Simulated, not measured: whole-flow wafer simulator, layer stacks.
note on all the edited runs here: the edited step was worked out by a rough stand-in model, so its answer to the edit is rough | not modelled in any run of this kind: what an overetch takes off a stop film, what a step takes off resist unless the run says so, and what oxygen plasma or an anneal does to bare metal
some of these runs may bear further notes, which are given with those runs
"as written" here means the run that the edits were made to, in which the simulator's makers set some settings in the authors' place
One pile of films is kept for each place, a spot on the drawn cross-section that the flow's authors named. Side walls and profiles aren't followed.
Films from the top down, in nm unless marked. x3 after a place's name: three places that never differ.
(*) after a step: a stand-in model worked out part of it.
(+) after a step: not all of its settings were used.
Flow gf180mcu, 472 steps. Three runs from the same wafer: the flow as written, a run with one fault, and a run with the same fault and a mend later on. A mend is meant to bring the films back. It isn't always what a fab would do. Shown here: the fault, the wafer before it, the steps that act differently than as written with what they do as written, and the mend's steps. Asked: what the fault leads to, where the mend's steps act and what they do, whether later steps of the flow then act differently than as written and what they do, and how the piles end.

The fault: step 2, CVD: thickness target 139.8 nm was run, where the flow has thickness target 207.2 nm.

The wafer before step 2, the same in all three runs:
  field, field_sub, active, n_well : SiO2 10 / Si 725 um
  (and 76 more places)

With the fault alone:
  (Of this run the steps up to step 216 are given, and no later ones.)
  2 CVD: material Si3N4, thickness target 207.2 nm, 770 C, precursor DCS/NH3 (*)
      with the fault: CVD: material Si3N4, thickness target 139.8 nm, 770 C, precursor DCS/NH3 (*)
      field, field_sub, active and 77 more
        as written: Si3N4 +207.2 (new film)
        with the fault: Si3N4 +139.8 (new film)
  Later steps of the flow that act differently than as written (11 more steps differ only slightly, by at most 2% or 0.5 nm, whichever is larger, and aren't shown):
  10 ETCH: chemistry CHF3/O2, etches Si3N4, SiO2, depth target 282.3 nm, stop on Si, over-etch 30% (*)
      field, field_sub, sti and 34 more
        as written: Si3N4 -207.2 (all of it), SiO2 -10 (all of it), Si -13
        with the fault: Si3N4 -139.8 (all of it), SiO2 -10 (all of it), Si -26.5
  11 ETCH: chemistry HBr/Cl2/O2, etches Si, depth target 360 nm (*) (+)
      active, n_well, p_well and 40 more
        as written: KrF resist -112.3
        with the fault: KrF resist -107.8
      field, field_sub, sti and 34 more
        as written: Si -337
        with the fault: Si -323.5
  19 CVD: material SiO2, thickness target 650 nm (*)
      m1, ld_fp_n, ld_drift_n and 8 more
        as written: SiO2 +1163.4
        with the fault: SiO2 +1096.1
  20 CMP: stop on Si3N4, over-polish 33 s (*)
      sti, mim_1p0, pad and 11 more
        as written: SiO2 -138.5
        with the fault: SiO2 -205.8
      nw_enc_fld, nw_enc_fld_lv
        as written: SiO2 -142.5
        with the fault: SiO2 -209.8
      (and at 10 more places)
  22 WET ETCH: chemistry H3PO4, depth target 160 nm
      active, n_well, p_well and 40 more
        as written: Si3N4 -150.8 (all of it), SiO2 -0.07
        with the fault: Si3N4 -83.4 (all of it), SiO2 -0.6
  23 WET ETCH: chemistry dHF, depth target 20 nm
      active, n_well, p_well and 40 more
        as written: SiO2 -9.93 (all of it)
        with the fault: SiO2 -9.4 (all of it)
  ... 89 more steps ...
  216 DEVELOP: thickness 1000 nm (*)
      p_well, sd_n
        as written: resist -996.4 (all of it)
        with the fault: resist -930.7 (all of it)
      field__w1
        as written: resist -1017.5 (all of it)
        with the fault: resist -1049.3 (all of it)
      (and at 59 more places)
  After step 216 the piles differ from the flow's by more than 2% or 0.5 nm, whichever is larger, at field, field__w1, field__w2 and 68 more.
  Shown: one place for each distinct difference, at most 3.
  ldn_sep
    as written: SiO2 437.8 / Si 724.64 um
    with the fault: SiO2 371 / Si 724.64 um
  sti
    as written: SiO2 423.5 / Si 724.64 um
    with the fault: SiO2 356.7 / Si 724.64 um
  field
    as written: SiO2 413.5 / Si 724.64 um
    with the fault: SiO2 346.7 / Si 724.64 um

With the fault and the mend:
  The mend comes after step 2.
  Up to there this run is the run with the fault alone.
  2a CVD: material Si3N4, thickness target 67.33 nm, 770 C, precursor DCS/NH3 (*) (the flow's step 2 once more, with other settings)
      field, field_sub, active and 77 more
        Si3N4 +67.3
  No later step of the flow acts differently than as written at any place that is followed.
  At the end the piles are the same as the flow's at every place that both follow.
